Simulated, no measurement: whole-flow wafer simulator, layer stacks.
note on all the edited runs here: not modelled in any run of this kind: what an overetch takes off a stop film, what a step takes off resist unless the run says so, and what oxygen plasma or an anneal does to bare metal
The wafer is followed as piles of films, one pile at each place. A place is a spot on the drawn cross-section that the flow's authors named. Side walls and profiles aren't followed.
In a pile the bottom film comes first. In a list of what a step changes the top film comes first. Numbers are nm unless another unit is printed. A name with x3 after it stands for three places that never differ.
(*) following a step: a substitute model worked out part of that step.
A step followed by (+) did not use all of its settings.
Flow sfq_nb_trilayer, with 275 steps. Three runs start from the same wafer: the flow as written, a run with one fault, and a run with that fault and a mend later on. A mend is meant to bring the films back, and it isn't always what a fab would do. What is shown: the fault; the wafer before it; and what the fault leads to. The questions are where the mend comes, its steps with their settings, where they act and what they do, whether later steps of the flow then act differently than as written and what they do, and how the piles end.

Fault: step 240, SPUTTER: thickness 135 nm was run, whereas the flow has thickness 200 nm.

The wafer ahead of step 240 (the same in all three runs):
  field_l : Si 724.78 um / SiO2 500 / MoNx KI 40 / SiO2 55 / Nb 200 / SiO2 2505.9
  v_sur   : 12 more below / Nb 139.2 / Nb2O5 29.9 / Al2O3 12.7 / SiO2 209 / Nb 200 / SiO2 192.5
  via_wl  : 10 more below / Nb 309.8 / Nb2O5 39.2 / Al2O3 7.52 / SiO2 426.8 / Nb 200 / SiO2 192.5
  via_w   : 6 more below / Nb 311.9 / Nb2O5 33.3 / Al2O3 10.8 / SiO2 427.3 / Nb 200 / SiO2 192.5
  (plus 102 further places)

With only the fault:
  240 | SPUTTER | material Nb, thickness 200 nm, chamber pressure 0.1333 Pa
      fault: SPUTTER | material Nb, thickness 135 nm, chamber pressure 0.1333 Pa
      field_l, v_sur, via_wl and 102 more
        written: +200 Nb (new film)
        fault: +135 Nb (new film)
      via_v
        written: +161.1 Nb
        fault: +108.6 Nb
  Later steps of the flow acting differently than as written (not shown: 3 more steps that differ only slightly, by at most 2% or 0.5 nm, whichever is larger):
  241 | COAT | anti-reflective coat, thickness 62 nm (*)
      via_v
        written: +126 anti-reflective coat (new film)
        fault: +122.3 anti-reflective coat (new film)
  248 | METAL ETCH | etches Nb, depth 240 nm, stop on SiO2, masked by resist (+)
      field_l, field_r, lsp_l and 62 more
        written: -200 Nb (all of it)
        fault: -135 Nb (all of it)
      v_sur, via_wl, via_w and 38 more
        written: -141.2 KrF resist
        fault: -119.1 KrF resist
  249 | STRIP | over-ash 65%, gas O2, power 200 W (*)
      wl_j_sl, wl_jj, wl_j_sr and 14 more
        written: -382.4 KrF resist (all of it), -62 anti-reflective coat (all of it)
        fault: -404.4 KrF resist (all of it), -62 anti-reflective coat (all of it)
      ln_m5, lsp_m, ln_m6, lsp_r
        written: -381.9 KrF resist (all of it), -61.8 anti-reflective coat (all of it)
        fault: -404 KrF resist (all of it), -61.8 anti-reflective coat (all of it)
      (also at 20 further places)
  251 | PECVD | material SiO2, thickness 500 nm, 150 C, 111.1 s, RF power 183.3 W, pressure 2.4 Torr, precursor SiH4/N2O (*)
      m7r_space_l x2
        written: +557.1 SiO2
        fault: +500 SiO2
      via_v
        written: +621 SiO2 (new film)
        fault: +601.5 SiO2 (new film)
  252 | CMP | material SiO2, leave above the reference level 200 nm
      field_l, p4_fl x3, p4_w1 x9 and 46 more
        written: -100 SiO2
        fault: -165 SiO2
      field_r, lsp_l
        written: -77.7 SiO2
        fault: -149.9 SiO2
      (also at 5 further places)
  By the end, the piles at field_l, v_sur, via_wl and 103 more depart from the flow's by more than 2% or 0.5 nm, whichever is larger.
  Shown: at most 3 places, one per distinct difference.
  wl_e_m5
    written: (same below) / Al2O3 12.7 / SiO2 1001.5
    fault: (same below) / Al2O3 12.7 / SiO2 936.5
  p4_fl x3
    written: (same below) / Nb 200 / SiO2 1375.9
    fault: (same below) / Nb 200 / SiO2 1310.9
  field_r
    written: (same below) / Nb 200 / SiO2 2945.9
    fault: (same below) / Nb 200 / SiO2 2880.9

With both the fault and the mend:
  The mend stands after step 246.
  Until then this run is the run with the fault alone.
  246a | STRIP | over-ash 65%, gas O2, power 200 W (*)
      p4_fl x3, p4_w1 x9, p4_g1 x2 and 46 more
        -62 anti-reflective coat (all of it)
      wl_j_sl, wl_jj, wl_j_sr and 14 more
        -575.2 KrF resist (all of it), -62 anti-reflective coat (all of it)
      field_r, lsp_l, l0_sur, l0v
        -61.8 anti-reflective coat (all of it)
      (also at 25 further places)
  246b | SPUTTER | material Nb, thickness 65 nm, chamber pressure 0.1333 Pa (the flow's step 240, run once more with other settings)
      field_l, v_sur, via_wl and 102 more
        +65 Nb
      via_v
        +48.9 Nb
  246c | COAT | anti-reflective coat, thickness 62 nm (*) (the flow's step 241, run once more)
      p4_fl x3, p4_w1 x9, p4_g1 x2 and 63 more
        +62 anti-reflective coat (new film)
      field_r, lsp_l, ln_m5, lsp_m, ln_m6, lsp_r, l0_sur, l0v
        +61.8 anti-reflective coat (new film)
      be_r, r_sur, res, r_end, moat
        +61.7 anti-reflective coat (new film)
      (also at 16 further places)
  246d | COAT | KrF resist, thickness 600 nm (*) (the flow's step 242, run once more)
      p4_fl x3, p4_w1 x9, p4_g1 x2 and 63 more
        +600 KrF resist (new film)
      field_r, lsp_l, ln_m5, lsp_m, ln_m6, l0v
        +599.5 KrF resist (new film)
      r_end, moat
        +599.4 KrF resist (new film)
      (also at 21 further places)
  246e | SOFTBAKE | KrF resist (the flow's step 243, run once more)
      leaves every film unchanged at each place that is followed
  246f | EXPOSE | photomask M7, dose 12.21 mJ/cm2, NA 0.6, wavelength 248 nm (*) (the flow's step 244, run once more)
      leaves every film unchanged at each place that is followed
  246g | PEB | KrF resist, 90 s (the flow's step 245, run once more)
      field_l, v_sur, via_wl and 97 more
        -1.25 KrF resist
      via_w, via_wr, wire, be
        -1.24 KrF resist
      via_sp
        -1.23 KrF resist
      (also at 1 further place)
  246h | DEVELOP | KrF resist, thickness 600 nm, 60 s (the flow's step 246, run once more)
      p4_fl x3, p4_w1 x9, p4_g1 x2 and 46 more
        -598.7 KrF resist (all of it)
      v_sur, via_wl, via_w and 38 more
        -23.5 KrF resist
      field_r, lsp_l
        -598.2 KrF resist (all of it)
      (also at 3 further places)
  Later steps of the flow that are run all act as written at every place that is followed, up to a difference of at most 2% or 0.5 nm, whichever is larger.
  At the end the piles are close to the flow's at the places that both follow, differing by at most 2% or 0.5 nm, whichever is larger.
